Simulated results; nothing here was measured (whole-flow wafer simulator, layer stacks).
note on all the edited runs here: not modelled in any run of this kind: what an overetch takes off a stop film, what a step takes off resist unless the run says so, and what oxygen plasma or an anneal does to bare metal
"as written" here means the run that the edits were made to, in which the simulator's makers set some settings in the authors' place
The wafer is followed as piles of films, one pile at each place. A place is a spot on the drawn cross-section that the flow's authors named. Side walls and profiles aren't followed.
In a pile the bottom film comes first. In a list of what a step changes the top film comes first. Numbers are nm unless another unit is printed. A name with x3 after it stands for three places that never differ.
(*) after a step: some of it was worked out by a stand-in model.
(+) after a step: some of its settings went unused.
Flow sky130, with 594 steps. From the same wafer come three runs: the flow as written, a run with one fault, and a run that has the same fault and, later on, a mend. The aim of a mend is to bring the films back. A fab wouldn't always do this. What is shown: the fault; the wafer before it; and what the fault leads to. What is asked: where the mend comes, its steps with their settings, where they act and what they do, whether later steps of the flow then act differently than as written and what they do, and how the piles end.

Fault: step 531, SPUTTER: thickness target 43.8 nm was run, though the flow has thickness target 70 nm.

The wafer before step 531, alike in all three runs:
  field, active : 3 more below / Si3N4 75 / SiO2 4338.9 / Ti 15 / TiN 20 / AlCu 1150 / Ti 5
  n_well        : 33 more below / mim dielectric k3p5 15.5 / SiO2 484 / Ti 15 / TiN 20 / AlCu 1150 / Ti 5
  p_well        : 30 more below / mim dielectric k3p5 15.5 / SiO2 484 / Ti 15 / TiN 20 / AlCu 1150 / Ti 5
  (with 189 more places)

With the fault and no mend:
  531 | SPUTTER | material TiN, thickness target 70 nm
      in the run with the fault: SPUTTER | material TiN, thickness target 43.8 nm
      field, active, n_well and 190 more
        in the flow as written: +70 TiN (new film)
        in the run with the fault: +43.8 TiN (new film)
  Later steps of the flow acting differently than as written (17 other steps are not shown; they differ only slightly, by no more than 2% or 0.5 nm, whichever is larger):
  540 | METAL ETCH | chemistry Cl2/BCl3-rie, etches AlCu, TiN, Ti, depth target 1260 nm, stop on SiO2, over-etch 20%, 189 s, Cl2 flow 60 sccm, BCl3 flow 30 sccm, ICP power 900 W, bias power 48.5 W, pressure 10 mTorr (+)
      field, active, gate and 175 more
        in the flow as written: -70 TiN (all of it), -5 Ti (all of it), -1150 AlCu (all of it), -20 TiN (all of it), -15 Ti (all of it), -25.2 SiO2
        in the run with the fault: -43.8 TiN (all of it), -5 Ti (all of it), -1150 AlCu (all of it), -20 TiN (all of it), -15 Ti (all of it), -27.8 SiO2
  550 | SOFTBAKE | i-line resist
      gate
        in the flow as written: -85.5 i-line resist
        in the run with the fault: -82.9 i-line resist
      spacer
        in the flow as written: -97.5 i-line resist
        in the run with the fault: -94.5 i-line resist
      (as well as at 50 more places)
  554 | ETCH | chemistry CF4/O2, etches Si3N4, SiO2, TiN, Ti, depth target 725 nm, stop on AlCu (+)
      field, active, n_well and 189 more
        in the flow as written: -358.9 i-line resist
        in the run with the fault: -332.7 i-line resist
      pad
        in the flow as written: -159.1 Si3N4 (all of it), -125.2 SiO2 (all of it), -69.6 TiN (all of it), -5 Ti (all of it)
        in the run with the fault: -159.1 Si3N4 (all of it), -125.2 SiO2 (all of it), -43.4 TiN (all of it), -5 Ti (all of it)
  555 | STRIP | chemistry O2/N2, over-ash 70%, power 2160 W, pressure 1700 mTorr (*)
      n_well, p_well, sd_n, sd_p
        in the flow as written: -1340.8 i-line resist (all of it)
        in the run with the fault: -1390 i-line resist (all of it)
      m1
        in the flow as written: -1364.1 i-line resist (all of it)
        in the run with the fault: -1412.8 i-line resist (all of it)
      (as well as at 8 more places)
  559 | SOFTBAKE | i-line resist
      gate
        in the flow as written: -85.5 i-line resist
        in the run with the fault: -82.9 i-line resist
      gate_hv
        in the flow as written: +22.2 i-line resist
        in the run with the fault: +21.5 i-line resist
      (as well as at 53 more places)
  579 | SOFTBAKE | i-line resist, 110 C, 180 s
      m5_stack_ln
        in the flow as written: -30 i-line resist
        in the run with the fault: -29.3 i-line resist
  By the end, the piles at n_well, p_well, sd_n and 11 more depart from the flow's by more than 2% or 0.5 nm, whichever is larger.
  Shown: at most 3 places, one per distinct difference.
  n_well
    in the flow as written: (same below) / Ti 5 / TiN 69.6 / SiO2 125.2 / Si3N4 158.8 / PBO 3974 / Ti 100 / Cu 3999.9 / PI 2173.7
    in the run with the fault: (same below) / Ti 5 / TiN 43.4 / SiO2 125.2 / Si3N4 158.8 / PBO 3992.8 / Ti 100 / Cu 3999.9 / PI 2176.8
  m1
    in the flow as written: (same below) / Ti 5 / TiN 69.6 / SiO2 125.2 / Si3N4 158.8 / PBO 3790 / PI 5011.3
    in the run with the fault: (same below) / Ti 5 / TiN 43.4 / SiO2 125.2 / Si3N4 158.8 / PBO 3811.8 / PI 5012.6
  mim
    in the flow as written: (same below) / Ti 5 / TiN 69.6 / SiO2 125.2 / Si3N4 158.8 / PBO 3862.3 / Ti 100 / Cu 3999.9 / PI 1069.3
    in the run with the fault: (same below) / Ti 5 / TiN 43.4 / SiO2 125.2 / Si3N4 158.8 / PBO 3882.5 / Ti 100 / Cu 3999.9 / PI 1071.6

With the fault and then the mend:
  The mend follows step 531.
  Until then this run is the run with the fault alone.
  531a | SPUTTER | material TiN, thickness target 26.2 nm (the flow's step 531, run once more with other settings)
      field, active, n_well and 190 more
        +26.2 TiN
  Later steps of the flow that are run all act as written at every place that is followed.
  The piles end the same as the flow's at every place that both follow.
